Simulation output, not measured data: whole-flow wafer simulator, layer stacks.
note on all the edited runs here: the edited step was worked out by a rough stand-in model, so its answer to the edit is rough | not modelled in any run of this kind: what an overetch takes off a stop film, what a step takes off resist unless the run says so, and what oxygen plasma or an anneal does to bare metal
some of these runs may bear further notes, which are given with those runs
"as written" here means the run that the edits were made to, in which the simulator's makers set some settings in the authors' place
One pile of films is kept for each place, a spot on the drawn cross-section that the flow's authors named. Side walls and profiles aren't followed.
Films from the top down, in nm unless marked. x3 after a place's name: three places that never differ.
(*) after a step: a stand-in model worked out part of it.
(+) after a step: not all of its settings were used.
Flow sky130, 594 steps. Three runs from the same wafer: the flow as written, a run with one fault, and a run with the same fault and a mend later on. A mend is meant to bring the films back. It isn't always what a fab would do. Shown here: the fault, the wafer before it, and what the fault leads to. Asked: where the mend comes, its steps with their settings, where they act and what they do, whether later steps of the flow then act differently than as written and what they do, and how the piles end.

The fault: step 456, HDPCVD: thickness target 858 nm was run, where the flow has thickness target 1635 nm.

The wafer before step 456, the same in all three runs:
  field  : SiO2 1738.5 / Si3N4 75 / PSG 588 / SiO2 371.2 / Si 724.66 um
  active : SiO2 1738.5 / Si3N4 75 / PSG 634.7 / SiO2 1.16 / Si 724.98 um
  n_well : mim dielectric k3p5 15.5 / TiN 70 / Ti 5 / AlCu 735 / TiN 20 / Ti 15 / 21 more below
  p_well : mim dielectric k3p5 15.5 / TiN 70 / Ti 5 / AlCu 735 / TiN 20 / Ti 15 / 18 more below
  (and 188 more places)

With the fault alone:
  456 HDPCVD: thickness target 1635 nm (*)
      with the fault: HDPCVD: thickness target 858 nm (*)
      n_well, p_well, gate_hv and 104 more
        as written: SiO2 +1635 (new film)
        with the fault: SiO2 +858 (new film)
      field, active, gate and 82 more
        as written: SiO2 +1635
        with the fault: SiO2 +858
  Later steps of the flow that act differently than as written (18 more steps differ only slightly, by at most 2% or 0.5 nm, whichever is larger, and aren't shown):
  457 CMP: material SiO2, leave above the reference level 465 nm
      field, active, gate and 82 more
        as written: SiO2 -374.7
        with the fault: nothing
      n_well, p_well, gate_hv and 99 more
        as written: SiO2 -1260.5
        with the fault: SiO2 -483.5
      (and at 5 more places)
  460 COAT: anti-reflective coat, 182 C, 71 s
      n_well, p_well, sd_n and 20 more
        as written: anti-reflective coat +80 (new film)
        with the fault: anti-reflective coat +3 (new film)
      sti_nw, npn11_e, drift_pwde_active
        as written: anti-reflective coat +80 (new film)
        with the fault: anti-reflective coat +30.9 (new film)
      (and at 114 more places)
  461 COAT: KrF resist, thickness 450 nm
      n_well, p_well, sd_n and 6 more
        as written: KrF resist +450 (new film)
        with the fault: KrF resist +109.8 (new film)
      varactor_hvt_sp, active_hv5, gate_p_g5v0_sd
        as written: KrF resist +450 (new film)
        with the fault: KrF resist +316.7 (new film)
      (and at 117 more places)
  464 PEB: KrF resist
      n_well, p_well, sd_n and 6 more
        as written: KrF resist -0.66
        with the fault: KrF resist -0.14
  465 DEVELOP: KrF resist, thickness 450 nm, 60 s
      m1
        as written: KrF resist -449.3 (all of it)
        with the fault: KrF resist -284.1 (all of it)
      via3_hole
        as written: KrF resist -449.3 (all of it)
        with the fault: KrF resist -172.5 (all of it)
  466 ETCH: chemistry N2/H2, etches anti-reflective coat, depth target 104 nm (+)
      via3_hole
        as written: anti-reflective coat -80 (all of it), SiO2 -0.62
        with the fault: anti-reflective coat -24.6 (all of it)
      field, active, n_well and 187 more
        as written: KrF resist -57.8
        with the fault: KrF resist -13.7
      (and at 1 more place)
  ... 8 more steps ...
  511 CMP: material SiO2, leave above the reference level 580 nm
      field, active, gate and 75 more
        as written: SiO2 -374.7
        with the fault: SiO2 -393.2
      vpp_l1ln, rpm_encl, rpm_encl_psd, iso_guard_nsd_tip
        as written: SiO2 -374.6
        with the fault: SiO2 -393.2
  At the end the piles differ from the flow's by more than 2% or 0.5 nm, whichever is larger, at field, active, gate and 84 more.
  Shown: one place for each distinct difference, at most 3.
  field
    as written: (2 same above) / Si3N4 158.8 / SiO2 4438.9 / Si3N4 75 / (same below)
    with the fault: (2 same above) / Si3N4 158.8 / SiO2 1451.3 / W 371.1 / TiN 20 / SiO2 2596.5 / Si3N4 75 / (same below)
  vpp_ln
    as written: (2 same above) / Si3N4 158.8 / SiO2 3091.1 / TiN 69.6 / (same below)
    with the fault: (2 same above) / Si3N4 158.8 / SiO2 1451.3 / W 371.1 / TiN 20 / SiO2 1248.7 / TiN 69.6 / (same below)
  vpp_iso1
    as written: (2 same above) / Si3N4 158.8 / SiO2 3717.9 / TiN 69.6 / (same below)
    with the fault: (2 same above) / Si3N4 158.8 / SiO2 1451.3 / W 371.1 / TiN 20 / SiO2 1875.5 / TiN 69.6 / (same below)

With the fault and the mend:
  The mend comes after step 456.
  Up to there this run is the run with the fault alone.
  456a HDPCVD: thickness target 777 nm (*) (the flow's step 456 once more, with other settings)
      field, active, n_well and 189 more
        SiO2 +777
  No later step of the flow acts differently than as written at any place that is followed.
  At the end the piles are the same as the flow's at every place that both follow.
